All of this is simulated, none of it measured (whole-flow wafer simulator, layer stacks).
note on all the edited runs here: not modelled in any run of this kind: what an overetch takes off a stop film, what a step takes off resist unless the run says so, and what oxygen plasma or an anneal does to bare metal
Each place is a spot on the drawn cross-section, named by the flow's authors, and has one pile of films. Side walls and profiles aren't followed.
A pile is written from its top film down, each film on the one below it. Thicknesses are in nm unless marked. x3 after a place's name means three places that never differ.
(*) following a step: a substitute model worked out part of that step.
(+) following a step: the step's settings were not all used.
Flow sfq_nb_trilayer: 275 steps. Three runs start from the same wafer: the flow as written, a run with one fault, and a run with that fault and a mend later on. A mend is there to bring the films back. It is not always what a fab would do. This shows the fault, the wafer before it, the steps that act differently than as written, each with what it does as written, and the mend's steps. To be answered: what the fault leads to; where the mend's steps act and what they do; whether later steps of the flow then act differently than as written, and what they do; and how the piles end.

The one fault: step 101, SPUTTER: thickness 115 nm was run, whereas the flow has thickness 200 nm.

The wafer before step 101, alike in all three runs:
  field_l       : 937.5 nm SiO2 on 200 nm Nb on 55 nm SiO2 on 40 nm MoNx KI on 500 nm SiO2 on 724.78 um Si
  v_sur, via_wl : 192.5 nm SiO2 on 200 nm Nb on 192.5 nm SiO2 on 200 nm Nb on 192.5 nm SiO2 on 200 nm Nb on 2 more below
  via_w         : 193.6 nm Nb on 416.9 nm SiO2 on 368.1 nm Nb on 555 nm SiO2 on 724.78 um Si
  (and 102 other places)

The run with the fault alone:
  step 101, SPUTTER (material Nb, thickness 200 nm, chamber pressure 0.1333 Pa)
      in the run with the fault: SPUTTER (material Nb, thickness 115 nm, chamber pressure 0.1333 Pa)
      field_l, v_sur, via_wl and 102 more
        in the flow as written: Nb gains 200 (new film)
        in the run with the fault: Nb gains 115 (new film)
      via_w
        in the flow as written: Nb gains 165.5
        in the run with the fault: Nb gains 94.8
  Steps further on in the flow that do not act as written (not shown: 4 more steps that differ only slightly, by at most 2% or 0.5 nm, whichever is larger):
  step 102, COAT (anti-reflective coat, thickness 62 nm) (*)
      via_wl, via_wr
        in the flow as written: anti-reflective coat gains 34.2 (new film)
        in the run with the fault: anti-reflective coat gains 32.8 (new film)
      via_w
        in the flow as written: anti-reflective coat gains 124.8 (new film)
        in the run with the fault: anti-reflective coat gains 120.4 (new film)
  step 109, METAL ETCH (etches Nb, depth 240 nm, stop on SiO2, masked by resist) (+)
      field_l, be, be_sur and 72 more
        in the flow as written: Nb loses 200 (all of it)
        in the run with the fault: Nb loses 115 (all of it)
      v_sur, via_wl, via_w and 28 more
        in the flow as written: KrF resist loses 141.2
        in the run with the fault: KrF resist loses 101.5
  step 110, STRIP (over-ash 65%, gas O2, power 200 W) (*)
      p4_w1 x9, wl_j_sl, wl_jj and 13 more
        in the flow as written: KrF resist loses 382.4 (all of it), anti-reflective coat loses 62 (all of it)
        in the run with the fault: KrF resist loses 422.1 (all of it), anti-reflective coat loses 62 (all of it)
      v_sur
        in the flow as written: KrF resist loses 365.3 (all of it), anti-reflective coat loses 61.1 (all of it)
        in the run with the fault: KrF resist loses 405.8 (all of it), anti-reflective coat loses 60.8 (all of it)
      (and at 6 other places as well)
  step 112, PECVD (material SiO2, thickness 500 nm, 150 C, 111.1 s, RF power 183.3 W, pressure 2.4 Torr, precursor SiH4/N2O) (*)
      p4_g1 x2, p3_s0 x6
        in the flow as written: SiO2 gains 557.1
        in the run with the fault: SiO2 gains 500
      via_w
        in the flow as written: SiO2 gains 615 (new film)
        in the run with the fault: SiO2 gains 591.8 (new film)
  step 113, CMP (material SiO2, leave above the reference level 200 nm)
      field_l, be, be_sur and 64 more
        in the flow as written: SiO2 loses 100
        in the run with the fault: SiO2 loses 185
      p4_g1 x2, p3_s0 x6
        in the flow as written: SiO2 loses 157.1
        in the run with the fault: SiO2 loses 185
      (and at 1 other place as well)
  By the end, the piles at field_l, v_sur, via_wl and 103 more depart from the flow's by more than 2% or 0.5 nm, whichever is larger.
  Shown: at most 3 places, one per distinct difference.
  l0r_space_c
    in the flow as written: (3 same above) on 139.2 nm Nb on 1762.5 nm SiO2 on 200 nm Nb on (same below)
    in the run with the fault: (3 same above) on 139.2 nm Nb on 1677.5 nm SiO2 on 200 nm Nb on (same below)
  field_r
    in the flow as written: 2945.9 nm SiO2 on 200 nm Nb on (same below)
    in the run with the fault: 2860.9 nm SiO2 on 200 nm Nb on (same below)
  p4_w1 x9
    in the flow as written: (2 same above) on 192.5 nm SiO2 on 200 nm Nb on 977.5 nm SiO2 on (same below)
    in the run with the fault: (2 same above) on 192.5 nm SiO2 on 115 nm Nb on 977.5 nm SiO2 on (same below)

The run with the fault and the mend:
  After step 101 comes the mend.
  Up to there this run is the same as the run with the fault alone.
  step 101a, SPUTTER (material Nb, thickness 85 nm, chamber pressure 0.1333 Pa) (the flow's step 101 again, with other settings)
      field_l, v_sur, via_wl and 102 more
        Nb gains 85
      via_w
        Nb gains 68.2
  Later steps of the flow that are run all act as written at every place that is followed, up to a difference of at most 2% or 0.5 nm, whichever is larger.
  At the end the piles are close to the flow's at the places that both follow, differing by at most 2% or 0.5 nm, whichever is larger.
